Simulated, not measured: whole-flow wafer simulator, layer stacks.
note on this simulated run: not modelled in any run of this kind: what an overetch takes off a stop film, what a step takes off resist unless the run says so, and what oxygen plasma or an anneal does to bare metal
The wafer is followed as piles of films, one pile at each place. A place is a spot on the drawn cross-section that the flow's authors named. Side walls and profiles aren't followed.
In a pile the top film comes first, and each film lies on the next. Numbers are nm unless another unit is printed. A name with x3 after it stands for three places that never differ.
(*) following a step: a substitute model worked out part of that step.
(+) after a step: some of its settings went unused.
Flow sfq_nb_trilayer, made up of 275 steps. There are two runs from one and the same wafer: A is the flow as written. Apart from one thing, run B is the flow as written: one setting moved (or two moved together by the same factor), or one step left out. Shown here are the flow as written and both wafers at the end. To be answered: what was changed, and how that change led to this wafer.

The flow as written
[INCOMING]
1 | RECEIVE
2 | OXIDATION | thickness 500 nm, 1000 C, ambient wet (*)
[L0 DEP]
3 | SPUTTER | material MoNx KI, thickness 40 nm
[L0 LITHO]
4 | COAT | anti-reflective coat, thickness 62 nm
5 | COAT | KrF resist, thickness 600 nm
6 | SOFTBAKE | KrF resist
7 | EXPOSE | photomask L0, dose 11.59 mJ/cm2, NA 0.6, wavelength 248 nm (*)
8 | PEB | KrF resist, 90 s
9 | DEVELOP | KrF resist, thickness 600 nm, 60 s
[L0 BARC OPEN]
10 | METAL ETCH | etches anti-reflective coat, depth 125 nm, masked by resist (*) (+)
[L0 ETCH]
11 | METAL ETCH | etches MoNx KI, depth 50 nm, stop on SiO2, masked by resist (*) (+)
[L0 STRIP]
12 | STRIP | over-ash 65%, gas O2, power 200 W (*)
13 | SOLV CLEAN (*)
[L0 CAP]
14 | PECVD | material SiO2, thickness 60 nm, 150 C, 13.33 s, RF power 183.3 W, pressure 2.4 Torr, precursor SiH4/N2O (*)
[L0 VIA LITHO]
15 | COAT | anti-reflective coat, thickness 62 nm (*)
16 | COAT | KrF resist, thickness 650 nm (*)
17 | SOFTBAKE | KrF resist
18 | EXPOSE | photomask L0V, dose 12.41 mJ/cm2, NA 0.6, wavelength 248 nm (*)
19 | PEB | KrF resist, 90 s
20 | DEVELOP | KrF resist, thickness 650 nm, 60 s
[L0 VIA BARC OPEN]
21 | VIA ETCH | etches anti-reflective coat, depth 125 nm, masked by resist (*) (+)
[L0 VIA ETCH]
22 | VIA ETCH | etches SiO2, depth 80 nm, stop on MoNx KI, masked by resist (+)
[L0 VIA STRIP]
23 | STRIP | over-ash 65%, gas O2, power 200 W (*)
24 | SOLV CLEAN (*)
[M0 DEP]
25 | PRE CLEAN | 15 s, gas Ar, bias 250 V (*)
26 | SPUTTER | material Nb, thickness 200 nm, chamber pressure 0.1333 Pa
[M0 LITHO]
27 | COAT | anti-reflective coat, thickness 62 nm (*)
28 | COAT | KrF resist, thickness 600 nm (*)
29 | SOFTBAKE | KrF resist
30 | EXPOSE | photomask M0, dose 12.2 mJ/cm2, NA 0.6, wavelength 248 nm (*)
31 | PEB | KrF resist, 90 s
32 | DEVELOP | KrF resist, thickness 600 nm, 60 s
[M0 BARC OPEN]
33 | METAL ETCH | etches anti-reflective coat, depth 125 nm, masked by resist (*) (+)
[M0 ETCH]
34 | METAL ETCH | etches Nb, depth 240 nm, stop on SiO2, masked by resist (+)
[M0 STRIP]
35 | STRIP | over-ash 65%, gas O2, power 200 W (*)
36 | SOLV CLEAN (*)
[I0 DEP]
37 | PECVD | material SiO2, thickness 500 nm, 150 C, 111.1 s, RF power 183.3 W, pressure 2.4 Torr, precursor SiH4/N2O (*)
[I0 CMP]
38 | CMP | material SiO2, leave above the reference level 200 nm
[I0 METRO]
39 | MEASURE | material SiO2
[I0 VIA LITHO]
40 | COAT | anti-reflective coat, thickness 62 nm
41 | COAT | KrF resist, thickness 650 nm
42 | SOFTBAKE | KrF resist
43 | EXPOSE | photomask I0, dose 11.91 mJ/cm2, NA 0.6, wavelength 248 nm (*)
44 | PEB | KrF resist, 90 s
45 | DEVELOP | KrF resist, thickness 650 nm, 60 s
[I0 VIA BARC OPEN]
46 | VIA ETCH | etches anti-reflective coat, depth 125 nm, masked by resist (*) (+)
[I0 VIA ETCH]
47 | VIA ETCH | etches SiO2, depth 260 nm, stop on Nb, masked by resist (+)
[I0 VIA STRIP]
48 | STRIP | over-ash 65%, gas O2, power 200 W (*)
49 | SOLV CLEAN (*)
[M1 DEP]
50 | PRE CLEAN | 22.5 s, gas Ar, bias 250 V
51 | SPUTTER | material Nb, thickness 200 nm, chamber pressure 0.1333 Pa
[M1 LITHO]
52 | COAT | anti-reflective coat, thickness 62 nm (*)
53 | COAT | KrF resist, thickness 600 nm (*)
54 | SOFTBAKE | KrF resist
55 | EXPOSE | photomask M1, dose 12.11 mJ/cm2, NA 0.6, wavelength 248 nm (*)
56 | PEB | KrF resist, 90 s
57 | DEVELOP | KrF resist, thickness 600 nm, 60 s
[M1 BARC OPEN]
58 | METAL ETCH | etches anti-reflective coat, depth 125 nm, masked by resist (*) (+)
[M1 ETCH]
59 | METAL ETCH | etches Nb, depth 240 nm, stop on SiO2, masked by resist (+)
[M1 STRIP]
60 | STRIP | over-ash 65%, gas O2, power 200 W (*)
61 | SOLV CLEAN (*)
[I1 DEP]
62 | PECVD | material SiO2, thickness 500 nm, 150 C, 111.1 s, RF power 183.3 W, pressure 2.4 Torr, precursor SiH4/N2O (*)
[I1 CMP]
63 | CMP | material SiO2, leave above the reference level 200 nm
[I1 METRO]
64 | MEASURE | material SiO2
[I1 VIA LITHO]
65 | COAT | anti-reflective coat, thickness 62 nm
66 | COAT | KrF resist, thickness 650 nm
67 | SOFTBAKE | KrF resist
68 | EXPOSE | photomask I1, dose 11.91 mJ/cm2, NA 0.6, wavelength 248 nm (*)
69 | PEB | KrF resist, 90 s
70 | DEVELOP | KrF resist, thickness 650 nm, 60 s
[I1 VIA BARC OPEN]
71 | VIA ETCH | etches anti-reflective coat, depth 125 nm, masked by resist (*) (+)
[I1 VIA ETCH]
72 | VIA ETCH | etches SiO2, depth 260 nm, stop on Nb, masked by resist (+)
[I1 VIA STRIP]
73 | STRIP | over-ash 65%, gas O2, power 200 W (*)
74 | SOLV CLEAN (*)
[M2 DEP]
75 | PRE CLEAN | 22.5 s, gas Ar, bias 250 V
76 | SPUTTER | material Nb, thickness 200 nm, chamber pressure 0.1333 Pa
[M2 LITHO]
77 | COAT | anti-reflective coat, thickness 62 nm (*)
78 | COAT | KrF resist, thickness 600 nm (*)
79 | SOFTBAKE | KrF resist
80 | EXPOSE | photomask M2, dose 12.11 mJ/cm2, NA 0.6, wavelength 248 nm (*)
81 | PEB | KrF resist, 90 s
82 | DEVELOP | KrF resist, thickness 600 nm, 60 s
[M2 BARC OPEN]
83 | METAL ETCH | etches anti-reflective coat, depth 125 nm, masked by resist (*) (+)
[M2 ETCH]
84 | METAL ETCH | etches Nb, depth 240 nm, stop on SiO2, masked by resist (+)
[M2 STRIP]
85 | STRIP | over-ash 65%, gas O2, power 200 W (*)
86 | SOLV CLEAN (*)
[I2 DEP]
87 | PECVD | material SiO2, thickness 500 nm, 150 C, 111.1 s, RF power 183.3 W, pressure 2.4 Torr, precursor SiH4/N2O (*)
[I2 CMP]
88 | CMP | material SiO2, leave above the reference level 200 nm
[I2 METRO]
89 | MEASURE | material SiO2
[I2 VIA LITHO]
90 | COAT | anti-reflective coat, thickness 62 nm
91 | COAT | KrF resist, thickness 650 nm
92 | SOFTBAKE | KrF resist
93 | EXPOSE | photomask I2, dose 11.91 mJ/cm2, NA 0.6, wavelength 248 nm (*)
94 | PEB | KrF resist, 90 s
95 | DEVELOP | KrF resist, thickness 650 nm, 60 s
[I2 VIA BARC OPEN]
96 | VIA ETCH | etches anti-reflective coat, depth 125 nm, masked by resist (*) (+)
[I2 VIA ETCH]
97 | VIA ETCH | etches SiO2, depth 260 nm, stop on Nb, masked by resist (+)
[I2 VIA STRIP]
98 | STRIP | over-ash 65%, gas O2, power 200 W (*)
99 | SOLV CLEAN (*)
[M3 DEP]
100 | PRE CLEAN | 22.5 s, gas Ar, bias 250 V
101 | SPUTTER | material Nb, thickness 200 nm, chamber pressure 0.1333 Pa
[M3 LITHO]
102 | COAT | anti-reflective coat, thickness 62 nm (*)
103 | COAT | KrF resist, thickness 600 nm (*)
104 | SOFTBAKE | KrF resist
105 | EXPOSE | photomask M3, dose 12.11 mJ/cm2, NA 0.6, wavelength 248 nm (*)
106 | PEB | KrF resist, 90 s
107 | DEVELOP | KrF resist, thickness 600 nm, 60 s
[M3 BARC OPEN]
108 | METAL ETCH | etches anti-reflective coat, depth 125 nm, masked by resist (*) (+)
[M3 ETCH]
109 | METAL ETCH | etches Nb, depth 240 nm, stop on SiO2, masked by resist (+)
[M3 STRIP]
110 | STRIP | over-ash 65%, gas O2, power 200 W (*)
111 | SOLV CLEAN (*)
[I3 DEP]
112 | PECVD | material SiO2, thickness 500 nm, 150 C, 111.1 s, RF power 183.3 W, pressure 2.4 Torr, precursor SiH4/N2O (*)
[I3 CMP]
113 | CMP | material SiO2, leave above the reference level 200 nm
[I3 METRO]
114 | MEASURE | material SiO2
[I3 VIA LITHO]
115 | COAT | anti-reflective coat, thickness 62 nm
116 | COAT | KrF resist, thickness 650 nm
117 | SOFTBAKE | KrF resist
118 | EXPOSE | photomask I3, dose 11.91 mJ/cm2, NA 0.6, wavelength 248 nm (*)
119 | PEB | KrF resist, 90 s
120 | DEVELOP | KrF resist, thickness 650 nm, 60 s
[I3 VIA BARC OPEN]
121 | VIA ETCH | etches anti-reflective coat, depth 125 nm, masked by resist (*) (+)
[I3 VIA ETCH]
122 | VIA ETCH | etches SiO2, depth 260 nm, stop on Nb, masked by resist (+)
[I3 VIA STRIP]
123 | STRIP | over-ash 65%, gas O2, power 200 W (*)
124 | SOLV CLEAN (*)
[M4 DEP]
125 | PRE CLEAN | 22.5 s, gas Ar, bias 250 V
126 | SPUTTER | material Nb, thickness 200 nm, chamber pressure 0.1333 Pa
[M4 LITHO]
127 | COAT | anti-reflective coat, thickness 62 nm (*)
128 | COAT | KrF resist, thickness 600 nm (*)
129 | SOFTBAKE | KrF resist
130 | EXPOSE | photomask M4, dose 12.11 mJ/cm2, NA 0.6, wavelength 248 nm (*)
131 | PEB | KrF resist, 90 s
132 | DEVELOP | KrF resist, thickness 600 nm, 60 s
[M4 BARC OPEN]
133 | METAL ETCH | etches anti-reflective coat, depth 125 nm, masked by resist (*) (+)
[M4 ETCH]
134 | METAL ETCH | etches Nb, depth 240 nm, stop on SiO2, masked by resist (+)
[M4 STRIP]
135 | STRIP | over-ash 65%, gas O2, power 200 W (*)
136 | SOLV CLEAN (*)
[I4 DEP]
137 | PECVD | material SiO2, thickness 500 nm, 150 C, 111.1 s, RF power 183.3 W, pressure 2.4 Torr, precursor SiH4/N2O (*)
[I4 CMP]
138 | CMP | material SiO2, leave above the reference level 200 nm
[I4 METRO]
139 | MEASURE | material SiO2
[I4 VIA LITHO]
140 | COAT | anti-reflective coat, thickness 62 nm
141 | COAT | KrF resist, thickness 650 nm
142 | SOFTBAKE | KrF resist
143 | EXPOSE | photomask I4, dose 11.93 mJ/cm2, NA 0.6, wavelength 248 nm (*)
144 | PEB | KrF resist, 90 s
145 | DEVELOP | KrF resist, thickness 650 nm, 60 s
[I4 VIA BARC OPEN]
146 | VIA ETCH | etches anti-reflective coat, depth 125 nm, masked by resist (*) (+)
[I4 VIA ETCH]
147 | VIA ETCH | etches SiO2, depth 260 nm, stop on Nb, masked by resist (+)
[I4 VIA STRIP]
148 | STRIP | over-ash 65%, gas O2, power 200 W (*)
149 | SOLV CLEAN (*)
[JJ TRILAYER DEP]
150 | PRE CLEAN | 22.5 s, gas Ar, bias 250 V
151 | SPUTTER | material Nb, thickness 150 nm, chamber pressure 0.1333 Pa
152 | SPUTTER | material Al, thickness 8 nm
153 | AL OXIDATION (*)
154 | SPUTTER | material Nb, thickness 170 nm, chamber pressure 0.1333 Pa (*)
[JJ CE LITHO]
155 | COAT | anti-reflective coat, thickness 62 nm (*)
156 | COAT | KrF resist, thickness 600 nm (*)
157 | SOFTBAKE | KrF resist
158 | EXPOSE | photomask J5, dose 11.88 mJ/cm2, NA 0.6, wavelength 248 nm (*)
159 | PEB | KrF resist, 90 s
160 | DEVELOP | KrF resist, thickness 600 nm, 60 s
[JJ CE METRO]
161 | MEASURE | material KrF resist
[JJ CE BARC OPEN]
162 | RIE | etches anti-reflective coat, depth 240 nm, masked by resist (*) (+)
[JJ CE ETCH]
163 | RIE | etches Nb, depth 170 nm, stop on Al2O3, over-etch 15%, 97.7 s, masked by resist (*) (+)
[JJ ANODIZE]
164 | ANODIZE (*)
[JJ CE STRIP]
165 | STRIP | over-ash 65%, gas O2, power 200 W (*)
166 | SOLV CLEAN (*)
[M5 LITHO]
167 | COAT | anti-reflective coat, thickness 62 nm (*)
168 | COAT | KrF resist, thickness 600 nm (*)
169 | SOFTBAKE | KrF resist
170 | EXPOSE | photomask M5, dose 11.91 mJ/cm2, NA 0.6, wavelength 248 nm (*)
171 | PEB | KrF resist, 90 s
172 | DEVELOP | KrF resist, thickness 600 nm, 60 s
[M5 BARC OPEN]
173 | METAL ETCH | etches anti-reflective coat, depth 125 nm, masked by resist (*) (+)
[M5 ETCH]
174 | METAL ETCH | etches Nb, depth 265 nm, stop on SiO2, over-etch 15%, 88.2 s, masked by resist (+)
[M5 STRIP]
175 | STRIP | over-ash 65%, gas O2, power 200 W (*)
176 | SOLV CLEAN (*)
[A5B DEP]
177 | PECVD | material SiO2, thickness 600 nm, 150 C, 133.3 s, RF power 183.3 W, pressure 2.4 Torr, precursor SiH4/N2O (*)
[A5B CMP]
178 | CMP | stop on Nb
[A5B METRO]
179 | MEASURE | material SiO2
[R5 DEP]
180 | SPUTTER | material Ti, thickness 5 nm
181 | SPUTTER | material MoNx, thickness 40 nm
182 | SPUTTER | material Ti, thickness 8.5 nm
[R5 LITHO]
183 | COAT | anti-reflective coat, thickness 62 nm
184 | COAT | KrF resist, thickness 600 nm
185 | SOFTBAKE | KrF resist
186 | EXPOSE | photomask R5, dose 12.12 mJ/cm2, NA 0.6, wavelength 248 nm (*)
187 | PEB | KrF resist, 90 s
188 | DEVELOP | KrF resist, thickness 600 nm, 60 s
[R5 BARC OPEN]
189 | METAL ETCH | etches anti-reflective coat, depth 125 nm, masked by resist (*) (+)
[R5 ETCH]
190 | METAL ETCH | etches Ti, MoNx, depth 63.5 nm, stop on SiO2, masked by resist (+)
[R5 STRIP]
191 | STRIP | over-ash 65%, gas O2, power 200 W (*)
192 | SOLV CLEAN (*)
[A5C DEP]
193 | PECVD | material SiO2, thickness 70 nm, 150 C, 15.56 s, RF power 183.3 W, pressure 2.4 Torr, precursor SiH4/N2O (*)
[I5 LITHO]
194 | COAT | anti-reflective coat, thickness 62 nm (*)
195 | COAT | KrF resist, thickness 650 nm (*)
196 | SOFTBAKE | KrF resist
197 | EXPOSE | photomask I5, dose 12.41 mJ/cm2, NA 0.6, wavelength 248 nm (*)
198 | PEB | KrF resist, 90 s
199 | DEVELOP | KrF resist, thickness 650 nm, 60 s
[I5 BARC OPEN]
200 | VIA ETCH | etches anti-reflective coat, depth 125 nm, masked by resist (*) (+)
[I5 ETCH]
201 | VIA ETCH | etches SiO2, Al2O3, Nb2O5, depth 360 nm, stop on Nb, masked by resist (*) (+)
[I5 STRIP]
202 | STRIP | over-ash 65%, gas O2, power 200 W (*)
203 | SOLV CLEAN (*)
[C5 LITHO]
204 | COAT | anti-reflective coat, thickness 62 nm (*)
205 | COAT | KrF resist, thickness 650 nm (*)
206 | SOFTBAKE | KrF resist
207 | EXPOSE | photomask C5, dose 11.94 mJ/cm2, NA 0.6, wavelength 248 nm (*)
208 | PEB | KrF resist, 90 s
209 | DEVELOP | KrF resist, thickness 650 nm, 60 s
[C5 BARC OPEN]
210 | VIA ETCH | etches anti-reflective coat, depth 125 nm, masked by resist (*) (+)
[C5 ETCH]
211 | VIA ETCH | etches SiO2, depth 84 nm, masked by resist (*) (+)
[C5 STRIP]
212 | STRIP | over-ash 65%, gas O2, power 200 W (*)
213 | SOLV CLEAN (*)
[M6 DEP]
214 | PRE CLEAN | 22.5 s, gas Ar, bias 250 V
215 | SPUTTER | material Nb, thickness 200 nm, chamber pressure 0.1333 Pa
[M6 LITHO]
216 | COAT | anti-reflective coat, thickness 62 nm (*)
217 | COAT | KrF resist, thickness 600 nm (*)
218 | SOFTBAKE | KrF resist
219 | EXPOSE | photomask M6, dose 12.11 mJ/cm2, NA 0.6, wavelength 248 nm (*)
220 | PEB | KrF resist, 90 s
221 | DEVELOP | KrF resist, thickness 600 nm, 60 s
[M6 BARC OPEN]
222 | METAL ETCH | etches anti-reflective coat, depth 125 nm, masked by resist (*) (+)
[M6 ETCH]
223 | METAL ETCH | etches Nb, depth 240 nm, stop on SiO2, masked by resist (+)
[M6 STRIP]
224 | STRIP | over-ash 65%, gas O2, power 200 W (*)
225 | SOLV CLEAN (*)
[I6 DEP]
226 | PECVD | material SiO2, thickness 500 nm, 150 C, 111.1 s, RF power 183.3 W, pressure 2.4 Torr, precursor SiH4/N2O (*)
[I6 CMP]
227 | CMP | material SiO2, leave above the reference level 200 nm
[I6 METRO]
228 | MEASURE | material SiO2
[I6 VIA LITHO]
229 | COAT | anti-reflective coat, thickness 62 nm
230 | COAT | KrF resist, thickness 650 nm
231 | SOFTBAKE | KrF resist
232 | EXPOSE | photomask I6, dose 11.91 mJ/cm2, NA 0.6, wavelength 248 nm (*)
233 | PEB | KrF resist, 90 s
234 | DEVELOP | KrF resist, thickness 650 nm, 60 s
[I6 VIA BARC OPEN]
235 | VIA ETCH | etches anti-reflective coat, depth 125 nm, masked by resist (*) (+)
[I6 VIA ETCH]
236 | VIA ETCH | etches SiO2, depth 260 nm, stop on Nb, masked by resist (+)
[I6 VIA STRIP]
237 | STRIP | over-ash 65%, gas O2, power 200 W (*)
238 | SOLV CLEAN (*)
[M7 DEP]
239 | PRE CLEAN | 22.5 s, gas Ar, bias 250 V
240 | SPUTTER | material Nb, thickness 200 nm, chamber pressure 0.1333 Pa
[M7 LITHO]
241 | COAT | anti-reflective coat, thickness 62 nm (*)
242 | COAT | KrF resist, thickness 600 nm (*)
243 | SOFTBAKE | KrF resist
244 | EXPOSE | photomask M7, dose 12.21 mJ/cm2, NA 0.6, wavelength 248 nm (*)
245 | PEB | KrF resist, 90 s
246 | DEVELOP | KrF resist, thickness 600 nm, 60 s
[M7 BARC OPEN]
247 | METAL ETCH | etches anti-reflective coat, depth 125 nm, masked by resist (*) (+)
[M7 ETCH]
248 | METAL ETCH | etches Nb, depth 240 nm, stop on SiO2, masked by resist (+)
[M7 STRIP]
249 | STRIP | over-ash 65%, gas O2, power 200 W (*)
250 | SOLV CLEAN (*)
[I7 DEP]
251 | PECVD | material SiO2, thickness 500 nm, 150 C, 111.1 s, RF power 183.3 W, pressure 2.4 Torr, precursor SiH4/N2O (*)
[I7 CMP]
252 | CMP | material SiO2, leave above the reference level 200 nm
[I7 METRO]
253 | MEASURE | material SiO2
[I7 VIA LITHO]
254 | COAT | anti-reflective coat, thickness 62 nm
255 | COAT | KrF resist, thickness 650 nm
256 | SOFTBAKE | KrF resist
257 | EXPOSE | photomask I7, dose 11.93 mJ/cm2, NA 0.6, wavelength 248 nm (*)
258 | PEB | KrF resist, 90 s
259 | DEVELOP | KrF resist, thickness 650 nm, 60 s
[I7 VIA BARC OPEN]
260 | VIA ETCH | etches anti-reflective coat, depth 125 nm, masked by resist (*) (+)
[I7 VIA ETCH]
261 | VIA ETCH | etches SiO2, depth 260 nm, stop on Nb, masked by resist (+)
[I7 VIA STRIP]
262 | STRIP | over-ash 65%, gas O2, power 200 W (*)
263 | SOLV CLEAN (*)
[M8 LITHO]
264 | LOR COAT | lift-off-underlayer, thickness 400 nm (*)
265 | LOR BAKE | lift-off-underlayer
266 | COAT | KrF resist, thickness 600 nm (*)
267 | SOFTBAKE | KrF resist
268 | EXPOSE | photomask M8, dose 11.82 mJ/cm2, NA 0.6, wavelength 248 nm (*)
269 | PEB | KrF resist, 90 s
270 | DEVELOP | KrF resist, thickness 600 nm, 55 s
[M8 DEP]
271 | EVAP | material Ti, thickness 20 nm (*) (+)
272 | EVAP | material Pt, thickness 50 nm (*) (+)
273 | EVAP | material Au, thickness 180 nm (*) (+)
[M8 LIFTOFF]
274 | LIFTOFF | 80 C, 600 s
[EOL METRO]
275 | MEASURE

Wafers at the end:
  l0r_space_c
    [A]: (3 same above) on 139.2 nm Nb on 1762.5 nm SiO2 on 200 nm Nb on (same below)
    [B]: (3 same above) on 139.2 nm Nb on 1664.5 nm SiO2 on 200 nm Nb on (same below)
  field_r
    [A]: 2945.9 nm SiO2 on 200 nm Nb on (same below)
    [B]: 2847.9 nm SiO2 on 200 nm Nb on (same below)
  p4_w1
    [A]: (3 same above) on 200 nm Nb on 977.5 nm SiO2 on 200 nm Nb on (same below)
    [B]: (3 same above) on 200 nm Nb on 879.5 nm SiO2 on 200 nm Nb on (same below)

The reason: step 38, CMP: leave above the reference level 102 nm was run, while the flow as written has leave above the reference level 200 nm.

Step by step, how the change led to this:
  38 | CMP | material SiO2, leave above the reference level 200 nm
      v_sur, via_wl, via_w and 94 more: A SiO2 loses 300 | B SiO2 loses 398
      field_l, l0_sur, l0r_line_l, l0r_line_c, l0r_line_r: A SiO2 loses 340 | B SiO2 loses 438
      (and at 4 other places as well)
  47 | VIA ETCH | etches SiO2, depth 260 nm, stop on Nb, masked by resist (+)
      field_l, v_sur, via_wl and 102 more: A KrF resist loses 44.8 | B KrF resist loses 26.3
      via_w: A SiO2 loses 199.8 (all of it) | B SiO2 loses 101.8 (all of it)
  48 | STRIP | over-ash 65%, gas O2, power 200 W (*)
      field_l, v_sur, via_wl and 102 more: A KrF resist loses 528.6 (all of it), anti-reflective coat loses 62 (all of it) | B KrF resist loses 547.1 (all of it), anti-reflective coat loses 62 (all of it)
  51 | SPUTTER | material Nb, thickness 200 nm, chamber pressure 0.1333 Pa
      via_w: A Nb gains 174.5 | B Nb gains 194
  52 | COAT | anti-reflective coat, thickness 62 nm (*)
      v_sur: A anti-reflective coat gains 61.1 (new film) | B anti-reflective coat gains 57.4 (new film)
      via_wl: A anti-reflective coat gains 33.8 (new film) | B anti-reflective coat gains 35.4 (new film)
      (and at 2 other places as well)
  53 | COAT | KrF resist, thickness 600 nm (*)
      via_w: A KrF resist gains 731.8 (new film) | B KrF resist gains 649.4 (new film)
  60 | STRIP | over-ash 65%, gas O2, power 200 W (*)
      v_sur: A KrF resist loses 365.9 (all of it), anti-reflective coat loses 61.1 (all of it) | B KrF resist loses 377.3 (all of it), anti-reflective coat loses 57.4 (all of it)
      via_wl: A KrF resist loses 385.5 (all of it), anti-reflective coat loses 33.8 (all of it) | B KrF resist loses 395.5 (all of it), anti-reflective coat loses 35.4 (all of it)
      (and at 3 other places as well)
  62 | PECVD | material SiO2, thickness 500 nm, 150 C, 111.1 s, RF power 183.3 W, pressure 2.4 Torr, precursor SiH4/N2O (*)
      via_w: A SiO2 gains 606 (new film) | B SiO2 gains 500 (new film)
  63 | CMP | material SiO2, leave above the reference level 200 nm
      via_w: A SiO2 loses 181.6 | B SiO2 loses 193
